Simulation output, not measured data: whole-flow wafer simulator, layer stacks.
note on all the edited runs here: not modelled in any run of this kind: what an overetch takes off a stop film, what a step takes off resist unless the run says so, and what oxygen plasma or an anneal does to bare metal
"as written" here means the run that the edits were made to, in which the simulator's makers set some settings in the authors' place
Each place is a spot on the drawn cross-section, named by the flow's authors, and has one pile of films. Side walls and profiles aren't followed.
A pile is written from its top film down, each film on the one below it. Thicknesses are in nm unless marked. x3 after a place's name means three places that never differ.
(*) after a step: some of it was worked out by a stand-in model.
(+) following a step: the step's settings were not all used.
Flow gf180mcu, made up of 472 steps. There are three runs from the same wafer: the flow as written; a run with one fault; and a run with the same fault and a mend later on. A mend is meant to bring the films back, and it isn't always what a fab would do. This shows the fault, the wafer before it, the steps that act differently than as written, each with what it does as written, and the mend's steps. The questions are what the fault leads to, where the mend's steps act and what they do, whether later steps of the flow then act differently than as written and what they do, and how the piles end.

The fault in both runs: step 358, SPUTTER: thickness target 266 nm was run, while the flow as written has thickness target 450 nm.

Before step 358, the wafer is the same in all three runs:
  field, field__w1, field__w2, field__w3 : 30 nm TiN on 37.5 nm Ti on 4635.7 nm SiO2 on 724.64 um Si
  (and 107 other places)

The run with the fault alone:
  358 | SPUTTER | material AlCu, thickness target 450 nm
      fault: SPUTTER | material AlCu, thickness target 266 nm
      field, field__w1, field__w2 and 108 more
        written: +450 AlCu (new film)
        fault: +266 AlCu (new film)
  Steps further on in the flow that do not act as written:
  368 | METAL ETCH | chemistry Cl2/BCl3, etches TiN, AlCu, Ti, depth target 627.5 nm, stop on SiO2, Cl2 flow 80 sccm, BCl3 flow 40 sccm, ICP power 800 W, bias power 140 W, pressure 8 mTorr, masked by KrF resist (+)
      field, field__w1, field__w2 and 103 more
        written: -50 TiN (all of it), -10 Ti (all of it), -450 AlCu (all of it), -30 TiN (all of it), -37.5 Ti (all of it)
        fault: -50 TiN (all of it), -10 Ti (all of it), -266 AlCu (all of it), -30 TiN (all of it), -37.5 Ti (all of it)
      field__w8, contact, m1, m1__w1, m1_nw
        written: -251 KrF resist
        fault: -236.1 KrF resist
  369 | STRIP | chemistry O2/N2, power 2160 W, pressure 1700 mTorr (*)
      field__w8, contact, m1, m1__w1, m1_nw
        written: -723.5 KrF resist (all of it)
        fault: -738.4 KrF resist (all of it)
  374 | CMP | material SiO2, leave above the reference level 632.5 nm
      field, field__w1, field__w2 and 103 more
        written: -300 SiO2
        fault: -484 SiO2
  The piles end different from the flow's at field, field__w1, field__w2 and 109 more by more than 2% or 0.5 nm, whichever is larger.
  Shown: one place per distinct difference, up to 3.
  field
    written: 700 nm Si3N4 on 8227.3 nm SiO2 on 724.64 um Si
    fault: 700 nm Si3N4 on 8043.3 nm SiO2 on 724.64 um Si
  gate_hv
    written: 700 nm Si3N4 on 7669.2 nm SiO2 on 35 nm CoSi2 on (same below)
    fault: 700 nm Si3N4 on 7485.2 nm SiO2 on 35 nm CoSi2 on (same below)
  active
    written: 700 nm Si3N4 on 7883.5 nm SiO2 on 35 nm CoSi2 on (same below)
    fault: 700 nm Si3N4 on 7699.5 nm SiO2 on 35 nm CoSi2 on (same below)

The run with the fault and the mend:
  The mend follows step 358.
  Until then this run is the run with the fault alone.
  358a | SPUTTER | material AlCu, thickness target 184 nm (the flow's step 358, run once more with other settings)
      field, field__w1, field__w2 and 108 more
        +184 AlCu
  Every later step of the flow that is run acts as written at every place that is followed.
  At every place that both follow, the piles at the end match the flow's.
